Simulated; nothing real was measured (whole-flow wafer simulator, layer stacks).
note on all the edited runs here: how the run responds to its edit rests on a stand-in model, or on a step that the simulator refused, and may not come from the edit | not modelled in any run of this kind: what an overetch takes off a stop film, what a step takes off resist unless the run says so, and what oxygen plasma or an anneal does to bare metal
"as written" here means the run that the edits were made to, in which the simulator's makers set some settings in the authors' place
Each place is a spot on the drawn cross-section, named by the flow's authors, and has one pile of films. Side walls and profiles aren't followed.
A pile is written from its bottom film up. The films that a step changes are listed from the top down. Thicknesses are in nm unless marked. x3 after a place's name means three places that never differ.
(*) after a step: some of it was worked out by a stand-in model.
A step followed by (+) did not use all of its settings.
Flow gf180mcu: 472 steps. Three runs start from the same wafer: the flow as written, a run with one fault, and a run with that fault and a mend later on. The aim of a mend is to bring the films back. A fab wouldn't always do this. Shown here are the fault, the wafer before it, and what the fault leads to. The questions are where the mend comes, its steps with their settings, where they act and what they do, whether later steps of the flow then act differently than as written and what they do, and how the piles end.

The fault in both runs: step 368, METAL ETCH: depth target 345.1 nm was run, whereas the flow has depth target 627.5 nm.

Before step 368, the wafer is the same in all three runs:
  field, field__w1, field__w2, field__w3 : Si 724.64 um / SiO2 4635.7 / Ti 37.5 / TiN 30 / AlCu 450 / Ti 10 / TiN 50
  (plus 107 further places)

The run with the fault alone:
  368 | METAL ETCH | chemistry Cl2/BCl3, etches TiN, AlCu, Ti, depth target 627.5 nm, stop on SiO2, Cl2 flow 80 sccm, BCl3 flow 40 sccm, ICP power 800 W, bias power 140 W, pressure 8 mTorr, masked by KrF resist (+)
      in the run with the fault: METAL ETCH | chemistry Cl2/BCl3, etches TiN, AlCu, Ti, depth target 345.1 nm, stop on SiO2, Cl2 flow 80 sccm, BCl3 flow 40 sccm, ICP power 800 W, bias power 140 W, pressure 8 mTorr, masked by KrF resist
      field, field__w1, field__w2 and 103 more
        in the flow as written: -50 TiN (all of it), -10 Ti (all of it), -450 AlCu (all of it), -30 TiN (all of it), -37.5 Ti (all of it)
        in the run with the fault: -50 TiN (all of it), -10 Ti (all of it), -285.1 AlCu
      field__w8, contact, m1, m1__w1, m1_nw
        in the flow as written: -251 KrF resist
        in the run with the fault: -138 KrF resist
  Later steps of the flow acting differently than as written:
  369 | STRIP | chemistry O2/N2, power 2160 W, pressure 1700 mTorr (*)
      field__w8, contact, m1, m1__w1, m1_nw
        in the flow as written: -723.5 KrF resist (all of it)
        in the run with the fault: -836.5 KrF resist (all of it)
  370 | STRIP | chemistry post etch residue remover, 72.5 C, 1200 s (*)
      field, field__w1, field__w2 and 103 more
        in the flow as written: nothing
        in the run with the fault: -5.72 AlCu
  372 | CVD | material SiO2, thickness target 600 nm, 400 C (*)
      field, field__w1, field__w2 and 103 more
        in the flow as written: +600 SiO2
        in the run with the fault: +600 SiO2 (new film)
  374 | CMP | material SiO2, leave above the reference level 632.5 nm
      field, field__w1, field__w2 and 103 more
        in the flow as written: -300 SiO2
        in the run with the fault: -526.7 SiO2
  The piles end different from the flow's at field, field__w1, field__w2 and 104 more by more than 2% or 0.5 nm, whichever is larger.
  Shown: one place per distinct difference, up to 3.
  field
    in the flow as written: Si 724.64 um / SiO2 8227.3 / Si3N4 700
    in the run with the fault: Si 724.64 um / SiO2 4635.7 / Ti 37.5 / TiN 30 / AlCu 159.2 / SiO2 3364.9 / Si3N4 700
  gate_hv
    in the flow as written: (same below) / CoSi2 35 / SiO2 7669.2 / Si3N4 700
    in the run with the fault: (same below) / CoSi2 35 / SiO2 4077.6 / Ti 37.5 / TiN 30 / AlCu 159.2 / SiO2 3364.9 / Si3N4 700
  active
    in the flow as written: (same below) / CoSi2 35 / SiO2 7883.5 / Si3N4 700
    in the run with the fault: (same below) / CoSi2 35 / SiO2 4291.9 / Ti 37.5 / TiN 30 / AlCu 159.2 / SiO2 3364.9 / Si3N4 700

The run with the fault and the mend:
  The mend follows step 370.
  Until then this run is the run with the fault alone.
  370a | DEHYDRATE | 200 C, 60 s (a further turn of the flow's step 361)
      alters no film at any place that is followed
  370b | HMDS | 120 C, 60 s (a further turn of the flow's step 362)
      alters no film at any place that is followed
  370c | COAT | KrF resist, thickness 1000 nm (*) (a further turn of the flow's step 363)
      iso_ptap_pw, iso_ntap_nw, iso_nw_fld and 33 more
        +1000 KrF resist (new film)
      field_sub__w2, field_sub__w4, active and 12 more
        +1002.2 KrF resist (new film)
      p_well, sti, gate and 7 more
        +1002.4 KrF resist (new film)
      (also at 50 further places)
  370d | SOFTBAKE | KrF resist (a further turn of the flow's step 364)
      alters no film at any place that is followed
  370e | EXPOSE | photomask Metal4 (a further turn of the flow's step 365)
      alters no film at any place that is followed
  370f | PEB | KrF resist, 135 C, 90 s (a further turn of the flow's step 366)
      field__w1, field__w2, field__w3 and 58 more
        -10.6 KrF resist
      iso_ptap_pw, iso_ntap_nw, iso_nw_fld and 33 more
        -10.5 KrF resist
      sd_p, gate_p, nw_sep_fld, polyc_n
        -10.7 KrF resist
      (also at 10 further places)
  370g | DEVELOP | thickness 1000 nm, 60 s (a further turn of the flow's step 367)
      iso_ptap_pw, iso_ntap_nw, iso_nw_fld and 33 more
        -989.5 KrF resist (all of it)
      field__w6, field__w10, field_sub__w2 and 10 more
        -991.6 KrF resist (all of it)
      field__w5, field__w9, field_sub__w1 and 9 more
        -991.7 KrF resist (all of it)
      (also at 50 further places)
  370h | METAL ETCH | chemistry Cl2/BCl3, etches TiN, AlCu, Ti, depth target 282.4 nm, stop on SiO2, Cl2 flow 80 sccm, BCl3 flow 40 sccm, ICP power 800 W, bias power 140 W, pressure 8 mTorr, masked by KrF resist (+) (a further turn of the flow's step 368, with different settings)
      field, field__w1, field__w2 and 103 more
        -159.2 AlCu (all of it), -30 TiN (all of it), -37.5 Ti (all of it)
      field__w8, contact, m1, m1__w1, m1_nw
        -113 KrF resist
  370i | STRIP | chemistry O2/N2, power 2160 W, pressure 1700 mTorr (*) (a further turn of the flow's step 369)
      field__w8, m1
        -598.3 KrF resist (all of it)
      contact
        -596.4 KrF resist (all of it)
      m1__w1
        -607.3 KrF resist (all of it)
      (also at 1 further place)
  370j | STRIP | chemistry post etch residue remover, 72.5 C, 1200 s (*) (a further turn of the flow's step 370)
      field__w8, contact, m1, m1__w1, m1_nw
        -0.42 TiN
  Every later step of the flow that is run acts as written, at every place that is followed, to within 2% or 0.5 nm, whichever is larger.
  When the end is reached, the piles differ only a little from the flow's at the places that both follow, at most by 2% or 0.5 nm, whichever is larger.
